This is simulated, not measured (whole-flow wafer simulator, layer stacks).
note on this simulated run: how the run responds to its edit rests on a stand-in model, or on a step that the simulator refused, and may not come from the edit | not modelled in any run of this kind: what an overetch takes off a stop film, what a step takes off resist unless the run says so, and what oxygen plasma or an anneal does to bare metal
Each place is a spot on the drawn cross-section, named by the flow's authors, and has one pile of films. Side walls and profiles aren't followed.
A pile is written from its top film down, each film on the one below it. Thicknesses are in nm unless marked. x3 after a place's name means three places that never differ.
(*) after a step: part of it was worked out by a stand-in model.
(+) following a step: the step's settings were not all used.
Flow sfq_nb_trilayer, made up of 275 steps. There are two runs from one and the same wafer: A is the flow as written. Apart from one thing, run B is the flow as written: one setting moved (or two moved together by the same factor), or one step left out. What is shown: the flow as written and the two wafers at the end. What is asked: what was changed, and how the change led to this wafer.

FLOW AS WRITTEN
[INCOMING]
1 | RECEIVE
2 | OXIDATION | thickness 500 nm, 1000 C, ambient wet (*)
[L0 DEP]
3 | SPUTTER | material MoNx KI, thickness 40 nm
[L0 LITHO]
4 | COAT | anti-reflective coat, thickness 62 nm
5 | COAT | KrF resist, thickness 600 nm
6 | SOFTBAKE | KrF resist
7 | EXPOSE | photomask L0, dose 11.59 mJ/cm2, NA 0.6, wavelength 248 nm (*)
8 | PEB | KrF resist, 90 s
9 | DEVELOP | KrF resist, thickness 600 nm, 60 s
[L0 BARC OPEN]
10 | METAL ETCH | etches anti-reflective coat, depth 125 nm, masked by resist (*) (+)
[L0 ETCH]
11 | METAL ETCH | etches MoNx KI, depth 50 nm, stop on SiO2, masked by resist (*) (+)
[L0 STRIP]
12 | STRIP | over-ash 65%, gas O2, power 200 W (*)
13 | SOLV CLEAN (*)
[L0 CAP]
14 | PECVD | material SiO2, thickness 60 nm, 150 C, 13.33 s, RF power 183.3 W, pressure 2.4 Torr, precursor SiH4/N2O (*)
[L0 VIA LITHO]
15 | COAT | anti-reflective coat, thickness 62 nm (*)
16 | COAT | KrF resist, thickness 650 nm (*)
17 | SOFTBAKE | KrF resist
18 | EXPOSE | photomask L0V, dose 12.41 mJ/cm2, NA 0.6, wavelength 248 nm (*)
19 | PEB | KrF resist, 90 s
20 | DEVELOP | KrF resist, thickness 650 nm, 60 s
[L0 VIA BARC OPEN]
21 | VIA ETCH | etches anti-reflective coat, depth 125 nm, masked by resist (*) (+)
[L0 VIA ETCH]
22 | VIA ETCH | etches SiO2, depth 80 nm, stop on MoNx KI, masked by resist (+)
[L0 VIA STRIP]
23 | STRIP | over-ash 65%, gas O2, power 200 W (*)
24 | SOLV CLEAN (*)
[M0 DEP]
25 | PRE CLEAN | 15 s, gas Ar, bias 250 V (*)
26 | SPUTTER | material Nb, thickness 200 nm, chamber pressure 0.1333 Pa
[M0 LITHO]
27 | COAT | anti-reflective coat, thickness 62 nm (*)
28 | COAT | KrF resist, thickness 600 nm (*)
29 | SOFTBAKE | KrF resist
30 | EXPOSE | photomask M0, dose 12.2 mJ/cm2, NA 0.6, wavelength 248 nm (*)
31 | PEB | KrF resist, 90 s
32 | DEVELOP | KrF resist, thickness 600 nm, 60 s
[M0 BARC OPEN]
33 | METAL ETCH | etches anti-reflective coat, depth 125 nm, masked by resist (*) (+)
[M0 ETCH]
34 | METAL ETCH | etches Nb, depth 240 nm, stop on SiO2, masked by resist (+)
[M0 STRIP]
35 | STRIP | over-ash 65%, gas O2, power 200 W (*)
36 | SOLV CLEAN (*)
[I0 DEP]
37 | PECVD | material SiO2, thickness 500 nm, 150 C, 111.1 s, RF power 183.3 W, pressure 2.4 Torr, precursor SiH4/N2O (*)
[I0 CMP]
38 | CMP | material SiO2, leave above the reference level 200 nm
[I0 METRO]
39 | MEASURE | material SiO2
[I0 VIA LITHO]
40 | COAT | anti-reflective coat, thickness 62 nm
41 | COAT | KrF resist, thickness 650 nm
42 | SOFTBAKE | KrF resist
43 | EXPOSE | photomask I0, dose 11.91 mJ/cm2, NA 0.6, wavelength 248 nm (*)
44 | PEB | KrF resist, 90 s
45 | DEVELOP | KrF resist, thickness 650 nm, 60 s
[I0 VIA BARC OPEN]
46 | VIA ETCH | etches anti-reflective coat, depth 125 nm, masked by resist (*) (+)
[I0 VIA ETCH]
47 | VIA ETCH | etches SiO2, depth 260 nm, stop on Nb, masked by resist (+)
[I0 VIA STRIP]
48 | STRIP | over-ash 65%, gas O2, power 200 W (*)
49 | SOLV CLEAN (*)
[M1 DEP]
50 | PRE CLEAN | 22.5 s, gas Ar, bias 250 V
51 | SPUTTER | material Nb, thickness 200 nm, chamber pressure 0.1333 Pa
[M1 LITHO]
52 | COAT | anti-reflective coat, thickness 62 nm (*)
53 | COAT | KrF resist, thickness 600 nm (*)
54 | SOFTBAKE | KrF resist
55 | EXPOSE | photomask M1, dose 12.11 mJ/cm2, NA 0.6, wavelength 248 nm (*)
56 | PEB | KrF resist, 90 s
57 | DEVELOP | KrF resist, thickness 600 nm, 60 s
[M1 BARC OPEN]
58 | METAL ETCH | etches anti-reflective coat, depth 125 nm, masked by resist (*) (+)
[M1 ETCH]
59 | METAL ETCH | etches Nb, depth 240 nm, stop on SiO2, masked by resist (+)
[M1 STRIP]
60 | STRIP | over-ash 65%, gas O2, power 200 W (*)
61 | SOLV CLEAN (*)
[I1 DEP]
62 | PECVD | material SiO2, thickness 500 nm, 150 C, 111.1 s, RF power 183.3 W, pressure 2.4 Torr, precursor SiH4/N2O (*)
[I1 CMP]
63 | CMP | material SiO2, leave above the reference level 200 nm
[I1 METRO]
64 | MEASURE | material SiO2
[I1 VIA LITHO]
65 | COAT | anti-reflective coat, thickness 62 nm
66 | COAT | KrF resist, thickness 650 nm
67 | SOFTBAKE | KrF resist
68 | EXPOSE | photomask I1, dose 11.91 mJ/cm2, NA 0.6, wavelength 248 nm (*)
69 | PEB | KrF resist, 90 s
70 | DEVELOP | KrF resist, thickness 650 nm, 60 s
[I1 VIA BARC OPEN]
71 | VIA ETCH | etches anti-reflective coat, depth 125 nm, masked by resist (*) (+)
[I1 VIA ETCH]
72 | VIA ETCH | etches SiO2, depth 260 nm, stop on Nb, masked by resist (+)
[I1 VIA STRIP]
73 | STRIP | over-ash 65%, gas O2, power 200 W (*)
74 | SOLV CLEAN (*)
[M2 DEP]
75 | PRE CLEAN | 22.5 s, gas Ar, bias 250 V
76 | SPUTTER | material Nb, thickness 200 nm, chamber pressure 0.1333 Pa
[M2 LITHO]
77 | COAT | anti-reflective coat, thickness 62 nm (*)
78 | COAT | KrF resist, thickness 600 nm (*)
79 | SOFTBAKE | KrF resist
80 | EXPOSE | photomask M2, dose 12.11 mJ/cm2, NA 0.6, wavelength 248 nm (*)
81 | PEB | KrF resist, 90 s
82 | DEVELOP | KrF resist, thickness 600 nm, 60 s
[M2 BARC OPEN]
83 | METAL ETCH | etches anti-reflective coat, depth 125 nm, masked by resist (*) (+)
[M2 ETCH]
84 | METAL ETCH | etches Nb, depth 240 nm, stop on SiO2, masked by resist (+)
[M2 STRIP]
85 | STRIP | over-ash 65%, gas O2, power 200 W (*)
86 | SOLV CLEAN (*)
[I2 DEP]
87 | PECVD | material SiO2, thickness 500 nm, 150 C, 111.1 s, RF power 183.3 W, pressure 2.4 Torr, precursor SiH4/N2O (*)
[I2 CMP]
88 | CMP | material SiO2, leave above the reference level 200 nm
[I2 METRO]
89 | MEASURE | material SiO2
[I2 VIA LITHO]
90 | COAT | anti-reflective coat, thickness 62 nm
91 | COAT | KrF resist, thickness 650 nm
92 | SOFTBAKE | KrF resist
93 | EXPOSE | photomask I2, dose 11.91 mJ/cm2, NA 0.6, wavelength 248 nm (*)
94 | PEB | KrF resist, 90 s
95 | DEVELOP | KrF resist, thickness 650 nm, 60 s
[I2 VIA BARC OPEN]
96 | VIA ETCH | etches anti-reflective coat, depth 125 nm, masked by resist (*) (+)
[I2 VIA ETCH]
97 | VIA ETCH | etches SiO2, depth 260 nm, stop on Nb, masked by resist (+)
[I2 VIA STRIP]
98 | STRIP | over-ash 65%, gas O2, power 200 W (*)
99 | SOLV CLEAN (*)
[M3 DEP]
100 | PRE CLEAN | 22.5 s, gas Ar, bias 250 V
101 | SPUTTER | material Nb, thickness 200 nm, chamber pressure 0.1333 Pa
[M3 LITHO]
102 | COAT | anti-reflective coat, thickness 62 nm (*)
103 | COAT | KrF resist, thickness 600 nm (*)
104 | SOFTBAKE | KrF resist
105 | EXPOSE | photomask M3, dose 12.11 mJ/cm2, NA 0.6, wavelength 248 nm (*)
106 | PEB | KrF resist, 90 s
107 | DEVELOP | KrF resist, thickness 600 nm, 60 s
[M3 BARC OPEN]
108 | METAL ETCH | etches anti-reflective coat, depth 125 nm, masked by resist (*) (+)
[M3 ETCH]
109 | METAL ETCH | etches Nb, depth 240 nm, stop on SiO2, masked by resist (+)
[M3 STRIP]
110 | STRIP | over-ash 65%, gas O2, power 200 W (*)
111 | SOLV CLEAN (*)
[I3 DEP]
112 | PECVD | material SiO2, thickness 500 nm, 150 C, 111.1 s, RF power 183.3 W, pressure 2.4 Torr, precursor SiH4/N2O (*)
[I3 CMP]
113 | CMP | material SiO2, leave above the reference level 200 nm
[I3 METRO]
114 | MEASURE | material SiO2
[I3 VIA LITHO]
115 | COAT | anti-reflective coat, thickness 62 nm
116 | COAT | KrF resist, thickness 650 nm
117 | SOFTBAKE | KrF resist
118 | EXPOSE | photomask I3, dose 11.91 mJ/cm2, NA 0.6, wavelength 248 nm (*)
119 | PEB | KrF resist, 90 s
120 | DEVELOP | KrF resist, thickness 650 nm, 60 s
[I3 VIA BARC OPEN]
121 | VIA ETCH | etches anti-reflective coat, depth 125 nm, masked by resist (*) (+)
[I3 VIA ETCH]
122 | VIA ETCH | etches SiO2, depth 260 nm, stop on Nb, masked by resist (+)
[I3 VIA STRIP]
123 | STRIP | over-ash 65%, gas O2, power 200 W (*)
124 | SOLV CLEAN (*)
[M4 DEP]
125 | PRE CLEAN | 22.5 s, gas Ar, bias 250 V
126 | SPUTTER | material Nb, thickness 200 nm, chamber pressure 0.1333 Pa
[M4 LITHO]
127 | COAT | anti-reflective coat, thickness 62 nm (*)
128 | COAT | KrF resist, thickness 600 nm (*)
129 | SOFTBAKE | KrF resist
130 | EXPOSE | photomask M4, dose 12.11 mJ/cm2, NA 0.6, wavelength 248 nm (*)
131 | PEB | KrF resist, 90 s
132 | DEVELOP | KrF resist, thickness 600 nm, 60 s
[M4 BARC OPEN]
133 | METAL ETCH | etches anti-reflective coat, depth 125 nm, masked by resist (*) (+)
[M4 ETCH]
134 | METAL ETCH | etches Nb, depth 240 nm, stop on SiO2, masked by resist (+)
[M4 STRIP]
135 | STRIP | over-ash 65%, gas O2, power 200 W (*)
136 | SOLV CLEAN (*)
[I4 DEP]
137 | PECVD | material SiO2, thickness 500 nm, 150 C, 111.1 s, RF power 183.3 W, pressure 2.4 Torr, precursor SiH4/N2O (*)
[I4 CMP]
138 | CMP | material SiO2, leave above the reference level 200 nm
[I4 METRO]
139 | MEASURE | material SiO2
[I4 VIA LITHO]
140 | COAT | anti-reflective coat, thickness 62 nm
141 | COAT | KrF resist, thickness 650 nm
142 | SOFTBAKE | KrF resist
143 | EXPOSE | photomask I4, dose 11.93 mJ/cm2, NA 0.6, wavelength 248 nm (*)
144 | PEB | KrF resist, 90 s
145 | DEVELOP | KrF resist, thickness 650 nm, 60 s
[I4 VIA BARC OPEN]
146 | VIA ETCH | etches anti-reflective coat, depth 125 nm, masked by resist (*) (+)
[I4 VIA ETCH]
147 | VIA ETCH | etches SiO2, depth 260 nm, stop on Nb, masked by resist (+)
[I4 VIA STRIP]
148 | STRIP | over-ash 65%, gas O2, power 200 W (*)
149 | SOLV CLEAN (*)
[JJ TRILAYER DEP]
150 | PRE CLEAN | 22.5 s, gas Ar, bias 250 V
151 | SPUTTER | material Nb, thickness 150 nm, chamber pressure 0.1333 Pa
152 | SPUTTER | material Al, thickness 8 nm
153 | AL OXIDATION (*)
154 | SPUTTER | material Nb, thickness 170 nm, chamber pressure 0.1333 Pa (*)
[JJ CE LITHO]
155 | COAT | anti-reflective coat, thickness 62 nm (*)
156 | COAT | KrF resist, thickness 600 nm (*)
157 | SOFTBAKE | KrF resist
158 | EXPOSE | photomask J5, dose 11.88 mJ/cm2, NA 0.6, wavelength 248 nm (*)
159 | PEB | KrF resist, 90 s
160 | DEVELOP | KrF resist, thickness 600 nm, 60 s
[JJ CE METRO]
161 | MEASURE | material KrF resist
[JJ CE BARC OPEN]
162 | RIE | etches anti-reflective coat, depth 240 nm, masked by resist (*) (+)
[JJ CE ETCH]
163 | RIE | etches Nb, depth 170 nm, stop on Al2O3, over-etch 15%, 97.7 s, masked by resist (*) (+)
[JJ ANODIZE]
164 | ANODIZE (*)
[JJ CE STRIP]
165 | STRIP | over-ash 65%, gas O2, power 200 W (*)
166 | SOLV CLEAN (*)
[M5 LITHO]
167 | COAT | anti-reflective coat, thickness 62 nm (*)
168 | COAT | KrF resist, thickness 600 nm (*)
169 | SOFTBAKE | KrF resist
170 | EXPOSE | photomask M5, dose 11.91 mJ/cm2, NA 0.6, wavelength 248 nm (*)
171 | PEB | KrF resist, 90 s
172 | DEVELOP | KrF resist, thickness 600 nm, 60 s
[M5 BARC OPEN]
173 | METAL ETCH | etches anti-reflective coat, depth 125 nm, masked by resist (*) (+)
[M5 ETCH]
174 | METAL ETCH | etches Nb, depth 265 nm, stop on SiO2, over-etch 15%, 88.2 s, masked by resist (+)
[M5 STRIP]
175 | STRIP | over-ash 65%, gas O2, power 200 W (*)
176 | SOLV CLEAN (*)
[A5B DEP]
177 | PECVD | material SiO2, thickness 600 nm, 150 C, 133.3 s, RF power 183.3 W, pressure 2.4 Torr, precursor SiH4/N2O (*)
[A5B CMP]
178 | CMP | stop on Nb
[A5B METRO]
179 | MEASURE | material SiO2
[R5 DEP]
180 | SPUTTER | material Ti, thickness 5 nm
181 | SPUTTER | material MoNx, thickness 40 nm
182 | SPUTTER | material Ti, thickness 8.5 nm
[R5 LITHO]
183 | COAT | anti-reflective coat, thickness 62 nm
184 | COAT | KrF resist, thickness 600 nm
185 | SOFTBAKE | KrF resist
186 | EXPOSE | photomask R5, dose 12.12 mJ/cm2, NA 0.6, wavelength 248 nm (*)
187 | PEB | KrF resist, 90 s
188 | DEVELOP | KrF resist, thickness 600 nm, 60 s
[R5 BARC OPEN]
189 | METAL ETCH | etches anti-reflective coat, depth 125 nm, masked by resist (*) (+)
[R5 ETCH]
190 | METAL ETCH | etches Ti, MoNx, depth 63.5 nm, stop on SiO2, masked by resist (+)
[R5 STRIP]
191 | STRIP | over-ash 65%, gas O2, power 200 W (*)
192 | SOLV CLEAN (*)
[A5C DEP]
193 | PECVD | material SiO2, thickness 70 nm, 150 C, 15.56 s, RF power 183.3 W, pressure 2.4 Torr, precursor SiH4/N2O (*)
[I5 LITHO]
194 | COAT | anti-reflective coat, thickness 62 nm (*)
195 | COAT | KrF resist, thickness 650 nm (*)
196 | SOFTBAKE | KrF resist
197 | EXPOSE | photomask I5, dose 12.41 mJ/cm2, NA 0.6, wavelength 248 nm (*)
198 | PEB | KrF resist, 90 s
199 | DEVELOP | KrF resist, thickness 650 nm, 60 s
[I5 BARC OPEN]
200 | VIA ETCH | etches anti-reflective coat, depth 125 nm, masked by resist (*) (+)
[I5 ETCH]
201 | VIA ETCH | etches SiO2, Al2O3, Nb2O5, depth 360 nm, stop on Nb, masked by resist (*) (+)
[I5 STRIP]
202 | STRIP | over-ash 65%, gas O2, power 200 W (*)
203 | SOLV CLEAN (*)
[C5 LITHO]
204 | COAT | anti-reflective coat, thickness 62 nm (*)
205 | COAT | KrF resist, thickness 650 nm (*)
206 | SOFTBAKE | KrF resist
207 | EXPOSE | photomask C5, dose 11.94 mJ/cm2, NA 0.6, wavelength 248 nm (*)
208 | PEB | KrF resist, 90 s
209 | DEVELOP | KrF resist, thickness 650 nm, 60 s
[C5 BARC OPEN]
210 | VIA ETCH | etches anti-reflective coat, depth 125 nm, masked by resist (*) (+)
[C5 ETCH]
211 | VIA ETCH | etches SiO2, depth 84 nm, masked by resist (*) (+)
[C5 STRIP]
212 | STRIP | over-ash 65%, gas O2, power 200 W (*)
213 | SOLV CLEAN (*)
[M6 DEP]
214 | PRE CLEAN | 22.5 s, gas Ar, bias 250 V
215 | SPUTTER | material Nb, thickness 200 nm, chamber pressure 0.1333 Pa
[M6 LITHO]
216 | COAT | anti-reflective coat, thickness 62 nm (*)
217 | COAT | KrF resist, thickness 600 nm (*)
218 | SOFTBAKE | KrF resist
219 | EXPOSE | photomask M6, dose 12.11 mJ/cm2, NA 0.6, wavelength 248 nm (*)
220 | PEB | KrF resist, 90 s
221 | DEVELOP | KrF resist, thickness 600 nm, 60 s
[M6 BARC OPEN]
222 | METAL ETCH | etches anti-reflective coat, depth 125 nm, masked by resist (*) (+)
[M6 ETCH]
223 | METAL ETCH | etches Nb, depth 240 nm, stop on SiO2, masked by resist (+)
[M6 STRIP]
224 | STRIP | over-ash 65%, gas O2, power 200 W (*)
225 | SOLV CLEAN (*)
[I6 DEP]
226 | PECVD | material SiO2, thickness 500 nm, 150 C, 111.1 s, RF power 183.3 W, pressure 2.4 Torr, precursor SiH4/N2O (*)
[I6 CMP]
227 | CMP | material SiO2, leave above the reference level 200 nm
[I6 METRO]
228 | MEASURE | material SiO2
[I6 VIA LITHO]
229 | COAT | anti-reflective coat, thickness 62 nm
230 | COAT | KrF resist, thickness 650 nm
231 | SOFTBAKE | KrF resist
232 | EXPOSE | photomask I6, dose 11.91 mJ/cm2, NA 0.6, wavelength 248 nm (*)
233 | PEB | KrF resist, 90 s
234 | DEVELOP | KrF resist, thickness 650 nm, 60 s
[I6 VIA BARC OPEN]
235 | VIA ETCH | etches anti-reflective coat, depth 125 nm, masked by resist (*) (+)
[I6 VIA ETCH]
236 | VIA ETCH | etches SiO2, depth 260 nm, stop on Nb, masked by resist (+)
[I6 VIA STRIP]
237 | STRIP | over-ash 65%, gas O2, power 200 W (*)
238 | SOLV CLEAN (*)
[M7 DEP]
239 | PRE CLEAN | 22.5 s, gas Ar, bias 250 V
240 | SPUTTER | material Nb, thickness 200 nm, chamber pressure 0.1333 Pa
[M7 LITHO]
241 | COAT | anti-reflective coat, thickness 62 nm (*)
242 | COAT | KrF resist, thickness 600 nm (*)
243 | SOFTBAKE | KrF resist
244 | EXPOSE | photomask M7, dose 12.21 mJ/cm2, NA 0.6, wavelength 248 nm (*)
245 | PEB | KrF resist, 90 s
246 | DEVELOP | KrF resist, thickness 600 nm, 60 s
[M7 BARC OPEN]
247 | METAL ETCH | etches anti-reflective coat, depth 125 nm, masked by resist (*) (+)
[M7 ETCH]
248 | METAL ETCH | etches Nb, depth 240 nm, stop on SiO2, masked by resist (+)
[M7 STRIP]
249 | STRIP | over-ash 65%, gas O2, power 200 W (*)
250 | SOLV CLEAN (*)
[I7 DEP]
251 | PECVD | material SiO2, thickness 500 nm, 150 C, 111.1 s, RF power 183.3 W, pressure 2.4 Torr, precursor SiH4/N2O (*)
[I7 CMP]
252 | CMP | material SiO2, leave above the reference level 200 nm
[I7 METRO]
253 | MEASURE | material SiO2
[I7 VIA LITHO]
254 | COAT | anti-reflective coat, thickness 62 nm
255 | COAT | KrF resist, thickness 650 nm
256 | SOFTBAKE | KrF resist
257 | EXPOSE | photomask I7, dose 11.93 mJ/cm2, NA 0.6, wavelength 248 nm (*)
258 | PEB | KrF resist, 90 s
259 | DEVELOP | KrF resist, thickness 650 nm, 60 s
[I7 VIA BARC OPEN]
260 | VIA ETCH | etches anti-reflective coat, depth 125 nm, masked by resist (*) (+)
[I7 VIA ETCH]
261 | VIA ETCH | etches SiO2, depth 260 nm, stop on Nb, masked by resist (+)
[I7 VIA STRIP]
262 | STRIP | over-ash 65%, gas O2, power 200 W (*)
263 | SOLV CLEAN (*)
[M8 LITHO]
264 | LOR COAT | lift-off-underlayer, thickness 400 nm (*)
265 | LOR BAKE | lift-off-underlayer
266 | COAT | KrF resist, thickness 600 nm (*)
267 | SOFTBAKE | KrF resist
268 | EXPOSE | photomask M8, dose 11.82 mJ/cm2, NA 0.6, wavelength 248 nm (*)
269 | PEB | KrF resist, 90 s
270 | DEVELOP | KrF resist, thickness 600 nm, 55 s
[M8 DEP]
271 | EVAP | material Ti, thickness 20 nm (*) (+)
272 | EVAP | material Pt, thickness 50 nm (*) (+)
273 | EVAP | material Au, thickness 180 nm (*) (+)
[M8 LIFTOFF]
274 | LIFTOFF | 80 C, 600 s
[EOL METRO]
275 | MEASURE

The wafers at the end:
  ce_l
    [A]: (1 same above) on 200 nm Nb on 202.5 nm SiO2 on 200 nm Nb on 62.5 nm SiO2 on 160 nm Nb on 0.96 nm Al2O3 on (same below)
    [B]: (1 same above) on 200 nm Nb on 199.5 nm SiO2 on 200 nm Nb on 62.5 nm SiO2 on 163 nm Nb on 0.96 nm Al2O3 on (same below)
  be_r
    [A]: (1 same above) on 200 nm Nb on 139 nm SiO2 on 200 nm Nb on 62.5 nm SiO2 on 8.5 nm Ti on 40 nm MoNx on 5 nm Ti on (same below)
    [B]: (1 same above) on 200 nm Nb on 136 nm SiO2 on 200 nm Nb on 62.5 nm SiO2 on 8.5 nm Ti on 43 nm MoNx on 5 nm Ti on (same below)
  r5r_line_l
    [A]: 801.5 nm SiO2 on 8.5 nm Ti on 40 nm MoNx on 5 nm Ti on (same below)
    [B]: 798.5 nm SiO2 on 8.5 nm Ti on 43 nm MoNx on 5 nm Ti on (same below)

The reason: step 181, SPUTTER: thickness 43 nm was run, while the flow as written has thickness 40 nm.
The wafer itself shows it: be_r has MoNx 43, and step 181 as written asks for 40 nm.

The path from the change to this, step by step:
  181 | SPUTTER | material MoNx, thickness 40 nm
      field_l, v_sur, via_wl and 103 more: A MoNx gains 40 (new film) | B MoNx gains 43 (new film)
  190 | METAL ETCH | etches Ti, MoNx, depth 63.5 nm, stop on SiO2, masked by resist (+)
      field_l, v_sur, via_wl and 92 more: A Ti loses 8.5 (all of it), MoNx loses 40 (all of it), Ti loses 5 (all of it) | B Ti loses 8.5 (all of it), MoNx loses 43 (all of it), Ti loses 5 (all of it)
      ce_l, c5j, ce_r, wl_jj: A Ti loses 8.5 (all of it), MoNx loses 40 (all of it), Ti loses 5 (all of it), Nb loses 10 | B Ti loses 8.5 (all of it), MoNx loses 43 (all of it), Ti loses 5 (all of it), Nb loses 7
  194 | COAT | anti-reflective coat, thickness 62 nm (*)
      ce_l: A anti-reflective coat gains 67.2 (new film) | B anti-reflective coat gains 65.8 (new film)
      ce_r: A anti-reflective coat gains 68.1 (new film) | B anti-reflective coat gains 66.7 (new film)
  202 | STRIP | over-ash 65%, gas O2, power 200 W (*)
      ce_l: A KrF resist loses 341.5 (all of it), anti-reflective coat loses 67.2 (all of it) | B KrF resist loses 340.7 (all of it), anti-reflective coat loses 65.8 (all of it)
      ce_r: A KrF resist loses 346.1 (all of it), anti-reflective coat loses 68.1 (all of it) | B KrF resist loses 345.6 (all of it), anti-reflective coat loses 66.7 (all of it)
  204 | COAT | anti-reflective coat, thickness 62 nm (*)
      ce_r: A anti-reflective coat gains 67.2 (new film) | B anti-reflective coat gains 65.7 (new film)
  212 | STRIP | over-ash 65%, gas O2, power 200 W (*)
      ce_r: A KrF resist loses 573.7 (all of it), anti-reflective coat loses 67.2 (all of it) | B KrF resist loses 573.6 (all of it), anti-reflective coat loses 65.7 (all of it)
  216 | COAT | anti-reflective coat, thickness 62 nm (*)
      sp_r: A anti-reflective coat gains 65.9 (new film) | B anti-reflective coat gains 67.4 (new film)
  224 | STRIP | over-ash 65%, gas O2, power 200 W (*)
      sp_r: A KrF resist loses 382 (all of it), anti-reflective coat loses 65.9 (all of it) | B KrF resist loses 381.9 (all of it), anti-reflective coat loses 67.4 (all of it)
